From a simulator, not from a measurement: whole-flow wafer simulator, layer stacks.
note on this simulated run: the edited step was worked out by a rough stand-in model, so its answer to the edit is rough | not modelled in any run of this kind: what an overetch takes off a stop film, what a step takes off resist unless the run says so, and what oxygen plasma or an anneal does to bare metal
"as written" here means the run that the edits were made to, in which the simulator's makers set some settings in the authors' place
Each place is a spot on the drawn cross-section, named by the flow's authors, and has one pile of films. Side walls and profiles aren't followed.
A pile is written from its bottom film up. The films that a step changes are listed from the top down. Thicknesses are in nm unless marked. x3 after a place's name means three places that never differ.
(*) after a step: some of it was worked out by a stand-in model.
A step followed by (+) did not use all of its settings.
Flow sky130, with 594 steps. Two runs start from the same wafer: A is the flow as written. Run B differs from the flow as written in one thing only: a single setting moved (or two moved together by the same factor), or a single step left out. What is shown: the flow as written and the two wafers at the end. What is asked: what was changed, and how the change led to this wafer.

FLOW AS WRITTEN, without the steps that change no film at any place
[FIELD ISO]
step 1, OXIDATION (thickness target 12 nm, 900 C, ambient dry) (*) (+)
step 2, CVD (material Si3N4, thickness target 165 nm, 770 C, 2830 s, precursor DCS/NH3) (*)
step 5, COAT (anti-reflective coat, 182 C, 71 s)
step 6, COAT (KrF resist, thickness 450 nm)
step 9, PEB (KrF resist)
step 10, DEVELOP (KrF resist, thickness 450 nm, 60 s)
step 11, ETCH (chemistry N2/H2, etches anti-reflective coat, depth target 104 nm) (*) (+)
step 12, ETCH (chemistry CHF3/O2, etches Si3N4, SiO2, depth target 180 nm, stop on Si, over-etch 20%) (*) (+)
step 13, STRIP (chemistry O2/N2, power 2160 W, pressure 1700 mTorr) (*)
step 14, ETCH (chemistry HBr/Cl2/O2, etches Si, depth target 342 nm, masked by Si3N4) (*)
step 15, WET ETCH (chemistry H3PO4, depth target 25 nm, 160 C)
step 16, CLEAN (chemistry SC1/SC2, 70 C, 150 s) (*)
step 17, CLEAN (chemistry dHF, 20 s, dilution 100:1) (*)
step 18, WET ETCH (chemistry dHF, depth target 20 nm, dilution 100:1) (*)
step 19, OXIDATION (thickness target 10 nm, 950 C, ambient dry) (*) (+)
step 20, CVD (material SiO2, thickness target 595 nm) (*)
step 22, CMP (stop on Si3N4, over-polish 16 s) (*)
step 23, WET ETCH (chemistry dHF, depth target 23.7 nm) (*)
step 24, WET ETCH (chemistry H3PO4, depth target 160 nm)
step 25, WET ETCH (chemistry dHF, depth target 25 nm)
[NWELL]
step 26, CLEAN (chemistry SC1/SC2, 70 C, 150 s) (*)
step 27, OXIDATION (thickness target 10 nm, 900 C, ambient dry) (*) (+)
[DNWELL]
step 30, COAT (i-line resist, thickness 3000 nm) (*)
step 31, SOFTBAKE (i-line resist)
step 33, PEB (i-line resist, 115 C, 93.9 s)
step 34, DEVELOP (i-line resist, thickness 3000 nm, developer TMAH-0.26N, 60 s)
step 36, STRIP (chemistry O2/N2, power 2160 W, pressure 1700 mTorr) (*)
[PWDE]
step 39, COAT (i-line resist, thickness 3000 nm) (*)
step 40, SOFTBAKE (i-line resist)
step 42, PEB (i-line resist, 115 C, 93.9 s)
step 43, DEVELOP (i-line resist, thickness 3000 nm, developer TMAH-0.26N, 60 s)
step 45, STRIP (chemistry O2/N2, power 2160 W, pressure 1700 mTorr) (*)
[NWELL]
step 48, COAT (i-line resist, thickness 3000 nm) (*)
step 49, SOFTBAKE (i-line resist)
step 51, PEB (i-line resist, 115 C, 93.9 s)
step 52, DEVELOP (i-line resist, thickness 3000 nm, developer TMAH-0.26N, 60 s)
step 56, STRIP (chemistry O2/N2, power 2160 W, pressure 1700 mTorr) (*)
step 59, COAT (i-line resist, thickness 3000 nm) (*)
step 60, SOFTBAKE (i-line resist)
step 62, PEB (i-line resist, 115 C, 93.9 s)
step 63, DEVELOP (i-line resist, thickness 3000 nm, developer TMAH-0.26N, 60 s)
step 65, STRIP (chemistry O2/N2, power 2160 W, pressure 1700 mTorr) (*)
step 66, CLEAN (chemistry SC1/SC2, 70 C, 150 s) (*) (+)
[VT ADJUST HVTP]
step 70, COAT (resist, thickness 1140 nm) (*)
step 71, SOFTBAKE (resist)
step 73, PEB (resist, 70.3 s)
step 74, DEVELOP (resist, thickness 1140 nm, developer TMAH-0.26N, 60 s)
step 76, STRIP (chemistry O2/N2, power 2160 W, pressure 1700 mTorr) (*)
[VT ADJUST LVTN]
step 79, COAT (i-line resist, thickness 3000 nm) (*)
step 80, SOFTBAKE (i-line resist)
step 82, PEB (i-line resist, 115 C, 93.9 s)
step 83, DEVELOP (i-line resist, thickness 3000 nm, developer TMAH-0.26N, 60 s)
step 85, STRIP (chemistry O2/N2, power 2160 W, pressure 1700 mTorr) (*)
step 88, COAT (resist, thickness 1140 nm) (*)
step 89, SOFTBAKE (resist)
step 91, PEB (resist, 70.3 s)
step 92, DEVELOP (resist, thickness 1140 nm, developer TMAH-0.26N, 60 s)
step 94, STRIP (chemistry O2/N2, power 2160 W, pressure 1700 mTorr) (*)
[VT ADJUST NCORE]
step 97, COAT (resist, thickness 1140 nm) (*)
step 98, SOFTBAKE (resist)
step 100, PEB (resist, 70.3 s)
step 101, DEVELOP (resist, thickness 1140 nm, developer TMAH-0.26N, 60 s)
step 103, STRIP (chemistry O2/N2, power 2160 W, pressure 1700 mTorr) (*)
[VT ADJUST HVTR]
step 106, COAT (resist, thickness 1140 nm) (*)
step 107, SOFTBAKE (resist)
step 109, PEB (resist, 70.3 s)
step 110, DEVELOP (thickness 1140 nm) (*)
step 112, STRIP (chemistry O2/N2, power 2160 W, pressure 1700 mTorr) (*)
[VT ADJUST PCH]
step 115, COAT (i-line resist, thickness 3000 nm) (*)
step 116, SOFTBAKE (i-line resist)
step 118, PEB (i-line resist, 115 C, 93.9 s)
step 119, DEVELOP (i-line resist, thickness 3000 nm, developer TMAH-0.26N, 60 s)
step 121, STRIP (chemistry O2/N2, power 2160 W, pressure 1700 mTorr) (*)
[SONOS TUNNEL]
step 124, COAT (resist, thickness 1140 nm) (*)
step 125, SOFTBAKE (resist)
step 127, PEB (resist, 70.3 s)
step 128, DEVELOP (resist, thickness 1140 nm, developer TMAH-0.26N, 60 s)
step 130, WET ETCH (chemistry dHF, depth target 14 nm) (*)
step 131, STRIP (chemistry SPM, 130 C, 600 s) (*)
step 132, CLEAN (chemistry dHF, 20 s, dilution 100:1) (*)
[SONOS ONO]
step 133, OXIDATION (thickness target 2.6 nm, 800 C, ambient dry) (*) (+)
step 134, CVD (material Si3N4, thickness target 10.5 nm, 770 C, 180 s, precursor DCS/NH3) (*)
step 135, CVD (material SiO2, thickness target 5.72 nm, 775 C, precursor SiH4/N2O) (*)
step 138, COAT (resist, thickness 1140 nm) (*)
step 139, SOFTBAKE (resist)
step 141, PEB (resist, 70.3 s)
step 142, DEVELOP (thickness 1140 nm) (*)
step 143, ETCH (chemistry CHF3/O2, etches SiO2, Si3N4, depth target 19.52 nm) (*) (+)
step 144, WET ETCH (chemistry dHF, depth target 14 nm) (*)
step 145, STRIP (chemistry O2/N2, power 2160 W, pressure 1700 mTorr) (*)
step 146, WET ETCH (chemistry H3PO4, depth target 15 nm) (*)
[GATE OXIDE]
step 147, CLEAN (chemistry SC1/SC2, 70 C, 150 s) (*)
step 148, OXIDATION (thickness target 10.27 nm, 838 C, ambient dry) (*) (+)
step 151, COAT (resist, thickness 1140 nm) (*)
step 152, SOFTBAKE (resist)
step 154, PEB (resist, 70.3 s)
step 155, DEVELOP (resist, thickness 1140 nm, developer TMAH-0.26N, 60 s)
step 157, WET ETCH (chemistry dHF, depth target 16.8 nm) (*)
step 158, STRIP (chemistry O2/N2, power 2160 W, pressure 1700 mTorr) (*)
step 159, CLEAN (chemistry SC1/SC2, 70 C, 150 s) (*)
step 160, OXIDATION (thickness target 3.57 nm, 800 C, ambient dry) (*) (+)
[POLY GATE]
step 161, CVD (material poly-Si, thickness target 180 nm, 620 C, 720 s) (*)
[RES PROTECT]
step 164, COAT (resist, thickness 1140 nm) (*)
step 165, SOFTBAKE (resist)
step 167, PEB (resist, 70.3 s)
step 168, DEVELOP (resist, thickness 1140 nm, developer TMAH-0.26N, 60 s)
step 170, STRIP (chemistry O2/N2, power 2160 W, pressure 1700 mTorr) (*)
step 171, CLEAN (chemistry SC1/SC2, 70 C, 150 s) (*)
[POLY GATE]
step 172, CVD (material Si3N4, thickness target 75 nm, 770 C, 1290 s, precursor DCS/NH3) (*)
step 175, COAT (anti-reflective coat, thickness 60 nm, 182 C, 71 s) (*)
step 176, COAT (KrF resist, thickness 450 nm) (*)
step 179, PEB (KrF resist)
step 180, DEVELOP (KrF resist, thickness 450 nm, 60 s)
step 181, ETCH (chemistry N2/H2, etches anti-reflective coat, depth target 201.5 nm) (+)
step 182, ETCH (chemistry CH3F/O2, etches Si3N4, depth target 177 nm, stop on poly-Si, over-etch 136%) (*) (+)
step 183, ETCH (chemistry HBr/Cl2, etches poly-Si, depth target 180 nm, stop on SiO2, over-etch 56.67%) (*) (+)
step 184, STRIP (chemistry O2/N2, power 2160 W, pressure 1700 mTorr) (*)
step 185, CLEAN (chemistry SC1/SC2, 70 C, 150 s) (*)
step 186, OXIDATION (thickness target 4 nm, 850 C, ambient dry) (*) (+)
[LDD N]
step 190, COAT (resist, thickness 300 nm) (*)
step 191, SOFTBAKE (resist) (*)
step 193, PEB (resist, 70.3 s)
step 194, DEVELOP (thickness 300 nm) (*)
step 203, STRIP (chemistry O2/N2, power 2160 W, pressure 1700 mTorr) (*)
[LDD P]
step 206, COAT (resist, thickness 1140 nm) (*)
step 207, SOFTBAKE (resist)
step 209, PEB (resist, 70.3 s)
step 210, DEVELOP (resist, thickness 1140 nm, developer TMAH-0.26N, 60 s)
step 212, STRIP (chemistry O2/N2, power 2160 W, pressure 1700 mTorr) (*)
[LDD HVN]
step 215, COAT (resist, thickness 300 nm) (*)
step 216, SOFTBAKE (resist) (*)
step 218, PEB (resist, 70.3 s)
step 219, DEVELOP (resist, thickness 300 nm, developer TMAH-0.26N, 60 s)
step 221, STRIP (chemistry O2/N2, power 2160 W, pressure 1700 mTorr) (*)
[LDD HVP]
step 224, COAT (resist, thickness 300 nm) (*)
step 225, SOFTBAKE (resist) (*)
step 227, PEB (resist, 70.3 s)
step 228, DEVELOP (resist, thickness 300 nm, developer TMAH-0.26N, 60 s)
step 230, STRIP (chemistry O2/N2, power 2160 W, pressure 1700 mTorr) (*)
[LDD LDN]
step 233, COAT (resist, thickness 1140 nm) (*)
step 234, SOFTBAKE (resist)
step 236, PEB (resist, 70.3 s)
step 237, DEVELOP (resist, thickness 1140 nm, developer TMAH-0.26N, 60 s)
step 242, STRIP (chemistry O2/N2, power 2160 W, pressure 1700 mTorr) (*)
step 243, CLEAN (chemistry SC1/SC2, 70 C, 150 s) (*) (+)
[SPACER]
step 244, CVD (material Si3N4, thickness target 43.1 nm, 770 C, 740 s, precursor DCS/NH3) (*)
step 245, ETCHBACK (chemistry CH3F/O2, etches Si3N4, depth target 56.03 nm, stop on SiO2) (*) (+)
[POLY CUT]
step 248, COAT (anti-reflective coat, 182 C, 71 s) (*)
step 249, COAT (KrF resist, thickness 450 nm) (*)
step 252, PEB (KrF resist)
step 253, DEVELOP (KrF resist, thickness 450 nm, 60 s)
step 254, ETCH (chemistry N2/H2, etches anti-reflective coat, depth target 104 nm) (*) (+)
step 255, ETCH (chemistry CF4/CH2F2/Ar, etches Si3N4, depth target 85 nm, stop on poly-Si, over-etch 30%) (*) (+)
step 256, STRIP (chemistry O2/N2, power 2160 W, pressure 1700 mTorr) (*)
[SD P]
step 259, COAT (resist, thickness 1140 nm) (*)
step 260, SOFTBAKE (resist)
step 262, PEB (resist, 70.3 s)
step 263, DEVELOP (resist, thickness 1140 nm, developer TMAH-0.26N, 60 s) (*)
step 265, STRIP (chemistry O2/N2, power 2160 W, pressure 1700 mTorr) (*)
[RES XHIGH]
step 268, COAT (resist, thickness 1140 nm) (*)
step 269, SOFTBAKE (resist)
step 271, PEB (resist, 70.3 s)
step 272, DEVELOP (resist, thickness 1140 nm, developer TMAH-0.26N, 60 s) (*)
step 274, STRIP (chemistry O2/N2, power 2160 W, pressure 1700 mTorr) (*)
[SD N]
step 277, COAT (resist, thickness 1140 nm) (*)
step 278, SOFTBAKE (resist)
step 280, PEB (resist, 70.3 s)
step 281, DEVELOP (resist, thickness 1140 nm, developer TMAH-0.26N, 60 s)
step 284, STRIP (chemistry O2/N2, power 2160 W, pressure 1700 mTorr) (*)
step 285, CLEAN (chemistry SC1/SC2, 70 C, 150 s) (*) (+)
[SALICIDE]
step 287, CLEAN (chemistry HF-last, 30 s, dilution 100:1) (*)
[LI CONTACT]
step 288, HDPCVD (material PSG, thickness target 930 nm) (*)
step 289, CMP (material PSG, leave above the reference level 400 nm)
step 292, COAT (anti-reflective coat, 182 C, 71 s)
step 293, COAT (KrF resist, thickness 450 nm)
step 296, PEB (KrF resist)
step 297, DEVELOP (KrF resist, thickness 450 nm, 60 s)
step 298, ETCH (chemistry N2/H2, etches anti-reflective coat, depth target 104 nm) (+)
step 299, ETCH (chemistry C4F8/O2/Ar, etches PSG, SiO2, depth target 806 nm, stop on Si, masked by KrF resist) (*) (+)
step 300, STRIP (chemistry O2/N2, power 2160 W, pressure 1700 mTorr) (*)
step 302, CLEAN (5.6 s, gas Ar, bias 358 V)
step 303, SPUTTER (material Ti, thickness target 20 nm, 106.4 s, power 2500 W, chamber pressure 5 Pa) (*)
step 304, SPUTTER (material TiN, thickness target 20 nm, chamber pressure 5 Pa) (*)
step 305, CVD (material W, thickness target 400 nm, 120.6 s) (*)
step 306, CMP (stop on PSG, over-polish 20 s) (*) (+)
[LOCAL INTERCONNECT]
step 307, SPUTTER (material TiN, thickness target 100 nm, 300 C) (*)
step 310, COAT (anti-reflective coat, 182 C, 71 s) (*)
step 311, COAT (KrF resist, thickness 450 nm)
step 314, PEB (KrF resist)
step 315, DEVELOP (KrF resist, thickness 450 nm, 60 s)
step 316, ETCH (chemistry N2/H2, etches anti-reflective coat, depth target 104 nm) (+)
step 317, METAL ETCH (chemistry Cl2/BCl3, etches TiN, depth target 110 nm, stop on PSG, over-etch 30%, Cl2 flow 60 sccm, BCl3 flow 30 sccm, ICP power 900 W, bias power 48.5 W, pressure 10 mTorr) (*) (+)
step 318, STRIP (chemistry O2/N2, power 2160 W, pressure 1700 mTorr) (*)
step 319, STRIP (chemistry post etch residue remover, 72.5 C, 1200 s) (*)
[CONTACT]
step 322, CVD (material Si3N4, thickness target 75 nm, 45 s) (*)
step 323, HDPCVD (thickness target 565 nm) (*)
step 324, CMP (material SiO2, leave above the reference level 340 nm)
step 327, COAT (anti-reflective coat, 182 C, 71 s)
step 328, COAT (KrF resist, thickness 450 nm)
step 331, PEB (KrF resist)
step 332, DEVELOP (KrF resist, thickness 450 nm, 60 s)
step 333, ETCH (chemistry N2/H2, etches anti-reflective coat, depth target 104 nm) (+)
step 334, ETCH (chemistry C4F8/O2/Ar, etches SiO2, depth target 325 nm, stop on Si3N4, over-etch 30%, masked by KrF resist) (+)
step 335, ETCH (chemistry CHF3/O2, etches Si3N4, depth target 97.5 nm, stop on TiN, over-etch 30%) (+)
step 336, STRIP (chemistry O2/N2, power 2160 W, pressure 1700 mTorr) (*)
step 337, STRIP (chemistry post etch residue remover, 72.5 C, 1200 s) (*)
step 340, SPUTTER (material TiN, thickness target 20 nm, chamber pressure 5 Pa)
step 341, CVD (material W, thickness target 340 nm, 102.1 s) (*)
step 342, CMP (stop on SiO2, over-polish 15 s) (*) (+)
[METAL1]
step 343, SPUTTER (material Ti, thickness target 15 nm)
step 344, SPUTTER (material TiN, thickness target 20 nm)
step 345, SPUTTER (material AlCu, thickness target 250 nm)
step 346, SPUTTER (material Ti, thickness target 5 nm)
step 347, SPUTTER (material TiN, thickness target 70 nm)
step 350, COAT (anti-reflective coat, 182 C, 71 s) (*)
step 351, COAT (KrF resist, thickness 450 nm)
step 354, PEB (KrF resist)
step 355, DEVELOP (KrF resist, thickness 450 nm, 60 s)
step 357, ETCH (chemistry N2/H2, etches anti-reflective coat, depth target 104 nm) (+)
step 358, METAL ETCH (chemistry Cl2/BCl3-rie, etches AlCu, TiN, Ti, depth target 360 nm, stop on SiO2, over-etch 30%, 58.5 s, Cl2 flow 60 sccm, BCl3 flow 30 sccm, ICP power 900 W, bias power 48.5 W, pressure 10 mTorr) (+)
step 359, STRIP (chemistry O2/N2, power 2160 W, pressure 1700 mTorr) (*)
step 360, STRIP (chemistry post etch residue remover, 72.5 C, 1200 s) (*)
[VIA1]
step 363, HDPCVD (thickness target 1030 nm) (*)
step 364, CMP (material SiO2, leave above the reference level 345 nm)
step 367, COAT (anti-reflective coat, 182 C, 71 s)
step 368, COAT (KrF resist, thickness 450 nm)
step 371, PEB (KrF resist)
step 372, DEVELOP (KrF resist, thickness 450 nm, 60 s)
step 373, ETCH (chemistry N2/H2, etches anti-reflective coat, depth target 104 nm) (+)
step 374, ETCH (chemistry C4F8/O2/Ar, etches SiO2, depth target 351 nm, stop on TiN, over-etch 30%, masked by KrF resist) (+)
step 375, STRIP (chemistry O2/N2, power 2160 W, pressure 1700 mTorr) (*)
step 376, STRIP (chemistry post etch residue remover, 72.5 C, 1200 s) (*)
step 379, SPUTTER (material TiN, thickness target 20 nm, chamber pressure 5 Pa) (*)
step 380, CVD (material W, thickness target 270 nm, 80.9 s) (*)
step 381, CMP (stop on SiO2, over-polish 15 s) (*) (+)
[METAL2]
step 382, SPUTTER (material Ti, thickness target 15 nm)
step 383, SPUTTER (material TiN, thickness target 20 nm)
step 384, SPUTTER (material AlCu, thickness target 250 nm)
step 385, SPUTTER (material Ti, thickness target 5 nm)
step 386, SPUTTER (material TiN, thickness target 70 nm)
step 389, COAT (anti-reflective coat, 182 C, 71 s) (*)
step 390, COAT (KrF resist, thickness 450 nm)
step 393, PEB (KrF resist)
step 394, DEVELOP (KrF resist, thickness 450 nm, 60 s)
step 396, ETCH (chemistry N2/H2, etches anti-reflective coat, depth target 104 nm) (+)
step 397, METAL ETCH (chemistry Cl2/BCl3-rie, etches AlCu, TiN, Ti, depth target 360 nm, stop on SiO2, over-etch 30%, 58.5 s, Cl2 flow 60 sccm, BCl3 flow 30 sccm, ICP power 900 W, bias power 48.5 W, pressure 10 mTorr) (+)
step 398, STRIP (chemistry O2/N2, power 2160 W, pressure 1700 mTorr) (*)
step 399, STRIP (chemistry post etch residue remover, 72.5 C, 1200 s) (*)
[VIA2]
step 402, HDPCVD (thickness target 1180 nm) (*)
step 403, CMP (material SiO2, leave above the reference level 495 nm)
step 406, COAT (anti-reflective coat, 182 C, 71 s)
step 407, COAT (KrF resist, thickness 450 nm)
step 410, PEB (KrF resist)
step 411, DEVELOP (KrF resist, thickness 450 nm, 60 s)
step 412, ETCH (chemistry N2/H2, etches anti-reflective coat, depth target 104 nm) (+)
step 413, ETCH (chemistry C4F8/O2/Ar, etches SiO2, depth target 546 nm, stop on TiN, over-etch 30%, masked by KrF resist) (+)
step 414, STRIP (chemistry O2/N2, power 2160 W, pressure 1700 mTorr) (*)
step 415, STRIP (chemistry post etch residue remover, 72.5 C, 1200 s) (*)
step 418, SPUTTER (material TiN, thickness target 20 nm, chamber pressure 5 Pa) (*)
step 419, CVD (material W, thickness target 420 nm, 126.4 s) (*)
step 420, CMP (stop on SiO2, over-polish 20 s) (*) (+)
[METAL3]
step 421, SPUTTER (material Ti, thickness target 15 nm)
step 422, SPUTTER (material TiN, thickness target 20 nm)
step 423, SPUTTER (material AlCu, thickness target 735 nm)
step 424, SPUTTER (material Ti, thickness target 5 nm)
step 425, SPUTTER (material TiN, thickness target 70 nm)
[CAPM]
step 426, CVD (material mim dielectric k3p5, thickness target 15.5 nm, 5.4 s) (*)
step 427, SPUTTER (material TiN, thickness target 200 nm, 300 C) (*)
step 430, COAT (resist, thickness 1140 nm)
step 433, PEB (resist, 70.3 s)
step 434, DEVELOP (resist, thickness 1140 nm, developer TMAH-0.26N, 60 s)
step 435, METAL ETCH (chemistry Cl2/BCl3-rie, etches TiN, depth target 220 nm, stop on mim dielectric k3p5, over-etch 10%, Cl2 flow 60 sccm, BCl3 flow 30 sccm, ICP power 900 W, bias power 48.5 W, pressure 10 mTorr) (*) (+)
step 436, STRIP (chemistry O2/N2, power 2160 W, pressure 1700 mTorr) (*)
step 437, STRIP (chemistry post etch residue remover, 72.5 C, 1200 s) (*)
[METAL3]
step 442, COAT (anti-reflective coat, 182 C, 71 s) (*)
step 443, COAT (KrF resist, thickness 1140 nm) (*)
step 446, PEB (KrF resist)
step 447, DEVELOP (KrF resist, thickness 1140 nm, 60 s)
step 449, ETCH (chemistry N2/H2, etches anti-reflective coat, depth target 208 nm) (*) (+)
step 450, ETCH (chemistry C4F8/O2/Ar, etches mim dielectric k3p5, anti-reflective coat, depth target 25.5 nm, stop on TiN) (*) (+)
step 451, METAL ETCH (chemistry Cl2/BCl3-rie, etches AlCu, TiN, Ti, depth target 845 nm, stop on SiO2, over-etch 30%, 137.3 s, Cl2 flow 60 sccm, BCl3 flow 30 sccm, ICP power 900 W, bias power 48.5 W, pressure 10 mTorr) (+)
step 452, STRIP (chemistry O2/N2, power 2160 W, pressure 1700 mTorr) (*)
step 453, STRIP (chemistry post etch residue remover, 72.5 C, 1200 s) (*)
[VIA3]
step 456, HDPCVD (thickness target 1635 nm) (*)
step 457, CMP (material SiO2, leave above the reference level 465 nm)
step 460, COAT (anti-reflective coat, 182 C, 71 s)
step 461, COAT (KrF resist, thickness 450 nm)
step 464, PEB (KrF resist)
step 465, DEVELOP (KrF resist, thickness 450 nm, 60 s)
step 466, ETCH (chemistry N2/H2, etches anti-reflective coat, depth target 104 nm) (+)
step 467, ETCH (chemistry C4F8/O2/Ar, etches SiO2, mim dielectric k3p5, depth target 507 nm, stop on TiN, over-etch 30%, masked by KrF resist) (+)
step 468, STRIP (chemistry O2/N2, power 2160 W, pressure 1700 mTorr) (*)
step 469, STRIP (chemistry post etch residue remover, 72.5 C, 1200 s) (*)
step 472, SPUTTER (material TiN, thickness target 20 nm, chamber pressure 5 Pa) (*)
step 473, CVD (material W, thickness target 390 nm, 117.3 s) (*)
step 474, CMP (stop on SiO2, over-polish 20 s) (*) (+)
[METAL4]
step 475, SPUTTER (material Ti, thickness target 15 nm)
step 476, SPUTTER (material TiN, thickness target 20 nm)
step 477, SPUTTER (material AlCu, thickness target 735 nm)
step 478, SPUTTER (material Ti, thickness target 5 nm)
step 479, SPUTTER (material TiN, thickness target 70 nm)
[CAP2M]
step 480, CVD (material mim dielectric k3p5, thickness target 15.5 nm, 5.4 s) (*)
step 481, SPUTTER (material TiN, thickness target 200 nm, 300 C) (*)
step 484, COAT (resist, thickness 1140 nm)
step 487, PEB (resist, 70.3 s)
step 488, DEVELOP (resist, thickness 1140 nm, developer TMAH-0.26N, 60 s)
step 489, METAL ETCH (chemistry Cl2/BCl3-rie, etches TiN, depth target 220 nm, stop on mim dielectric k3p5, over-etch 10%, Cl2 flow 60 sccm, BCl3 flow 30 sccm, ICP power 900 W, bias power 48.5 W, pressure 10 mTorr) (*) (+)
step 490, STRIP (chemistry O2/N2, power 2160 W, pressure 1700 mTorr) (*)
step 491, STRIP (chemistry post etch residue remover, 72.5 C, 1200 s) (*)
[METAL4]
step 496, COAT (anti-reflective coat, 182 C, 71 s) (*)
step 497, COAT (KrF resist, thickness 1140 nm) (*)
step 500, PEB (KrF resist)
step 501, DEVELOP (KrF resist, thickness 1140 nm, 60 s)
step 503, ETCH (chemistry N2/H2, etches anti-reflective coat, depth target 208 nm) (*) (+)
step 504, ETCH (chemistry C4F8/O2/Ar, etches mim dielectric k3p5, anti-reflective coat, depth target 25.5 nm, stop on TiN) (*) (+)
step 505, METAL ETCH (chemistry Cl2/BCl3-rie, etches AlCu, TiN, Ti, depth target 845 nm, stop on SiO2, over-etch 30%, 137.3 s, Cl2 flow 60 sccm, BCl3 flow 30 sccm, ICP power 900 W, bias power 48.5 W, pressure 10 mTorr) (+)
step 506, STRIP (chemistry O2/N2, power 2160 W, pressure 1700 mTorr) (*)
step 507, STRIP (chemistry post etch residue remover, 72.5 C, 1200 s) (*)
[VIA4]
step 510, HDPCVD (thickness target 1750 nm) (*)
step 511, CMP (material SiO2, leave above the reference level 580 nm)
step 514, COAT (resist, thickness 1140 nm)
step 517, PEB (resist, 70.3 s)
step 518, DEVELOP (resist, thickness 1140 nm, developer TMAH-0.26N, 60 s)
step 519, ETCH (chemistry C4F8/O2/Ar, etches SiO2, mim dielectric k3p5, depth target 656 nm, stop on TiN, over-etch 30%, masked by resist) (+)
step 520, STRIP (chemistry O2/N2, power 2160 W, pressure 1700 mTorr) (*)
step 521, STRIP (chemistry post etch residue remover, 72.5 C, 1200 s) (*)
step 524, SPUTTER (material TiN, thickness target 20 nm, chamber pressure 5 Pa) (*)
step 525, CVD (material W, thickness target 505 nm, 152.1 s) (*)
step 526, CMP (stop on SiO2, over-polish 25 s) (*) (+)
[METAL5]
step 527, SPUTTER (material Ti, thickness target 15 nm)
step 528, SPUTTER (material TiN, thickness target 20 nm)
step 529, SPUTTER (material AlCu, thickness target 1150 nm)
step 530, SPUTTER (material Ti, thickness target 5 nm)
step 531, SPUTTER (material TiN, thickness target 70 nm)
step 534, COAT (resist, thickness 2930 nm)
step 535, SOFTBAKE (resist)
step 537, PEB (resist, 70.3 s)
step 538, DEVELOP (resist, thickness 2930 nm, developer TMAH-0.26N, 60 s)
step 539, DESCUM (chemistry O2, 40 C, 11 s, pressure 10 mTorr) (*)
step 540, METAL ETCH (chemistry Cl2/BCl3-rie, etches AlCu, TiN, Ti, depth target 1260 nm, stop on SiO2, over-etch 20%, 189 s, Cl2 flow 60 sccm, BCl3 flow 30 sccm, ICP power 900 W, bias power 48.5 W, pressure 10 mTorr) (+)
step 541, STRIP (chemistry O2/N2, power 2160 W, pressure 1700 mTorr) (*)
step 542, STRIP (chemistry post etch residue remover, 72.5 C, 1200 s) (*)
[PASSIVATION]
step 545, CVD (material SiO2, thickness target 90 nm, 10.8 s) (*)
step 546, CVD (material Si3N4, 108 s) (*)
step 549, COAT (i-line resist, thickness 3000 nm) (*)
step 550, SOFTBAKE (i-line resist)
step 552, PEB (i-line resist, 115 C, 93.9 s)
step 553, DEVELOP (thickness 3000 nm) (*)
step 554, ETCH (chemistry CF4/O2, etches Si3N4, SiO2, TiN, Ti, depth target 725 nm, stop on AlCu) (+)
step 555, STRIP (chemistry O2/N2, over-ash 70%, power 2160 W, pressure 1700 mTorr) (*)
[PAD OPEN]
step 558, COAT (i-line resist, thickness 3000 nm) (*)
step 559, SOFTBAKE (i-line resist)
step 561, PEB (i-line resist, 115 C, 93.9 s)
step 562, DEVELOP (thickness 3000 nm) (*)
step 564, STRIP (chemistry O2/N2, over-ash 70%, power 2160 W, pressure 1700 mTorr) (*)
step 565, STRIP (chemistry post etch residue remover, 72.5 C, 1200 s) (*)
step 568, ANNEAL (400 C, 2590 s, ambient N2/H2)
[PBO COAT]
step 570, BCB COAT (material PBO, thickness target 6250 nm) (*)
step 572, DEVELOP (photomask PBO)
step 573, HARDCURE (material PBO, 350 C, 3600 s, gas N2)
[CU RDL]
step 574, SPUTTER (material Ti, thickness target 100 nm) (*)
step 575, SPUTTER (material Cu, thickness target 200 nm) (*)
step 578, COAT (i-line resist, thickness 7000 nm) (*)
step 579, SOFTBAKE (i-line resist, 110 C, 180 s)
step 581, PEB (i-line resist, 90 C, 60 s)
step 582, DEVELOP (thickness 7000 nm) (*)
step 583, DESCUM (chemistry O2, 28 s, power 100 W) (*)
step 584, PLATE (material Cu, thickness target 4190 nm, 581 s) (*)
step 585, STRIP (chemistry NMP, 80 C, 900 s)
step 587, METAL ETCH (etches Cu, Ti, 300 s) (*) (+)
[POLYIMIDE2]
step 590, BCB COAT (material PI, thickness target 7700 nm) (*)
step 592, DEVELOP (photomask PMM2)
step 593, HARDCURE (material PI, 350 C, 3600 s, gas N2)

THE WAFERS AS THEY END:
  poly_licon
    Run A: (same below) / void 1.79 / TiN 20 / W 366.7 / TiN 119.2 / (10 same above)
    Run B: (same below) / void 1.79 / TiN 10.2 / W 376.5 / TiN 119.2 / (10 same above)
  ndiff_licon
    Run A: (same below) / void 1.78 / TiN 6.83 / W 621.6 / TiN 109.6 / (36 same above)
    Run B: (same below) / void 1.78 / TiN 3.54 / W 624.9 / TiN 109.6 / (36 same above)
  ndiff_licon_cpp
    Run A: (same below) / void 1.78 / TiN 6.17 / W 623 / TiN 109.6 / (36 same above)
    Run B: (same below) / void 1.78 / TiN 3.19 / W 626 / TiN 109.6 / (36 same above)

Cause: step 304, SPUTTER: thickness target 10.2 nm was run, while the flow as written has thickness target 20 nm.
One can read it off the wafer: poly_licon has TiN 10.2, and step 304 as written asks for 20 nm.

How this came from the change, step by step:
  step 304, SPUTTER (material TiN, thickness target 20 nm, chamber pressure 5 Pa) (*)
      field, active, n_well and 185 more: A +20 TiN (new film) | B +10.2 TiN (new film)
      ndiff_licon: A +6.83 TiN (new film) | B +3.54 TiN (new film)
      (as well as at 2 more places)
  step 306, CMP (stop on PSG, over-polish 20 s) (*) (+)
      field, active, n_well and 184 more: A -400 W (all of it), -20 TiN (all of it), -20 Ti (all of it), -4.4 PSG | B -400 W (all of it), -10.2 TiN (all of it), -20 Ti (all of it), -4.4 PSG
      ndiff_licon, ndiff_licon_cpp, rpo_hd_licon: A -444.9 W | B -435.1 W
      (as well as at 1 more place)
